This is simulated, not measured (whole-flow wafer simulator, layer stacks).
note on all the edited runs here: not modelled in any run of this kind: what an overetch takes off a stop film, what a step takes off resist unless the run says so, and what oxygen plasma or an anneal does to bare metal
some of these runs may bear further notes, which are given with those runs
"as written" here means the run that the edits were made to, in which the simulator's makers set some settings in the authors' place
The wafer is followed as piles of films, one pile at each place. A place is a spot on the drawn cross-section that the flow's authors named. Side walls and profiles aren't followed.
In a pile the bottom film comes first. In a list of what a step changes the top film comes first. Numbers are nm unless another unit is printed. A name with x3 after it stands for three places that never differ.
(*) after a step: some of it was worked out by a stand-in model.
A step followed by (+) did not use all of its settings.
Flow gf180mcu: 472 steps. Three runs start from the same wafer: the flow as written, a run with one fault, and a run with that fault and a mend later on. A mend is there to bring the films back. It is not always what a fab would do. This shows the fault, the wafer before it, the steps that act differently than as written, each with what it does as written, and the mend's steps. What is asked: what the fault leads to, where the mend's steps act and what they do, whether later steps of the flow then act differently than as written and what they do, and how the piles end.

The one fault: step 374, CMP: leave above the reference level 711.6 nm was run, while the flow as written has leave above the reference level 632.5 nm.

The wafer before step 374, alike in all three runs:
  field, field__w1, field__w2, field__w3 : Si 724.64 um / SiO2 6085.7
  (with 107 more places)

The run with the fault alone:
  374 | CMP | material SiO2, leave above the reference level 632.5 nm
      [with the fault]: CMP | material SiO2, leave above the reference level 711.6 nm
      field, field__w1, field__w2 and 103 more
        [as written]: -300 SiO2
        [with the fault]: -220.9 SiO2
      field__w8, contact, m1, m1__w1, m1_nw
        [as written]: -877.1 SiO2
        [with the fault]: -798 SiO2
  Steps later in the flow that act otherwise than as written (2 other steps are not shown; they differ only slightly, by no more than 2% or 0.5 nm, whichever is larger):
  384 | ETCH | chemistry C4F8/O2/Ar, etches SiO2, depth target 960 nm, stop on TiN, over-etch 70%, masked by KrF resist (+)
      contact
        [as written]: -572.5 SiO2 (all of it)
        [with the fault]: -651.6 SiO2 (all of it)
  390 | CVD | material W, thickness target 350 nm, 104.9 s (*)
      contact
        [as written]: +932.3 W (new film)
        [with the fault]: +1012.1 W (new film)
  By the end, the piles at field__w8, contact, m1, m1__w1, m1_nw depart from the flow's by more than 2% or 0.5 nm, whichever is larger.
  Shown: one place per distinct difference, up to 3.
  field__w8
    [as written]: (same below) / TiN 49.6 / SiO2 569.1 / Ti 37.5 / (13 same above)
    [with the fault]: (same below) / TiN 49.6 / SiO2 648.2 / Ti 37.5 / (13 same above)
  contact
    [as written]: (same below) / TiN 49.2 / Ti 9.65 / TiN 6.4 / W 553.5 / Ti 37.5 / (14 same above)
    [with the fault]: (same below) / TiN 49.2 / Ti 9.22 / TiN 6.11 / W 633.3 / Ti 37.5 / (14 same above)

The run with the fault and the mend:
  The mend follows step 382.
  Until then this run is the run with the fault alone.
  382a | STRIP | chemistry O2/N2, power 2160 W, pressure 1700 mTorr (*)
      field, field__w1, field__w2 and 107 more
        -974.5 KrF resist (all of it), -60 anti-reflective coat (all of it)
      contact
        -60 anti-reflective coat (all of it)
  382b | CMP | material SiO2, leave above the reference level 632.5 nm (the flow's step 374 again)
      field, field__w1, field__w2 and 108 more
        -79.1 SiO2
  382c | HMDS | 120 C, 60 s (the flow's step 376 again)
      does not change any film at any place that is followed
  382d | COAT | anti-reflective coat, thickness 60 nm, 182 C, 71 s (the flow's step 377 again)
      field, field__w1, field__w2 and 108 more
        +60 anti-reflective coat (new film)
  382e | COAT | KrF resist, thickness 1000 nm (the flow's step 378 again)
      field, field__w1, field__w2 and 108 more
        +1000 KrF resist (new film)
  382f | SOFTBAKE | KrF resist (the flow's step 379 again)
      does not change any film at any place that is followed
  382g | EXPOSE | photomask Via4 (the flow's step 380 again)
      does not change any film at any place that is followed
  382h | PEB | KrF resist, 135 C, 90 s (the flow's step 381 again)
      field, field__w1, field__w2 and 108 more
        -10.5 KrF resist
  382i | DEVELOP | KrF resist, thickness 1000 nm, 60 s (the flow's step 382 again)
      field, field__w1, field__w2 and 107 more
        -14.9 KrF resist
      contact
        -989.5 KrF resist (all of it)
  Every later step of the flow that is run acts as written at every place that is followed.
  The piles end the same as the flow's at every place that both follow.
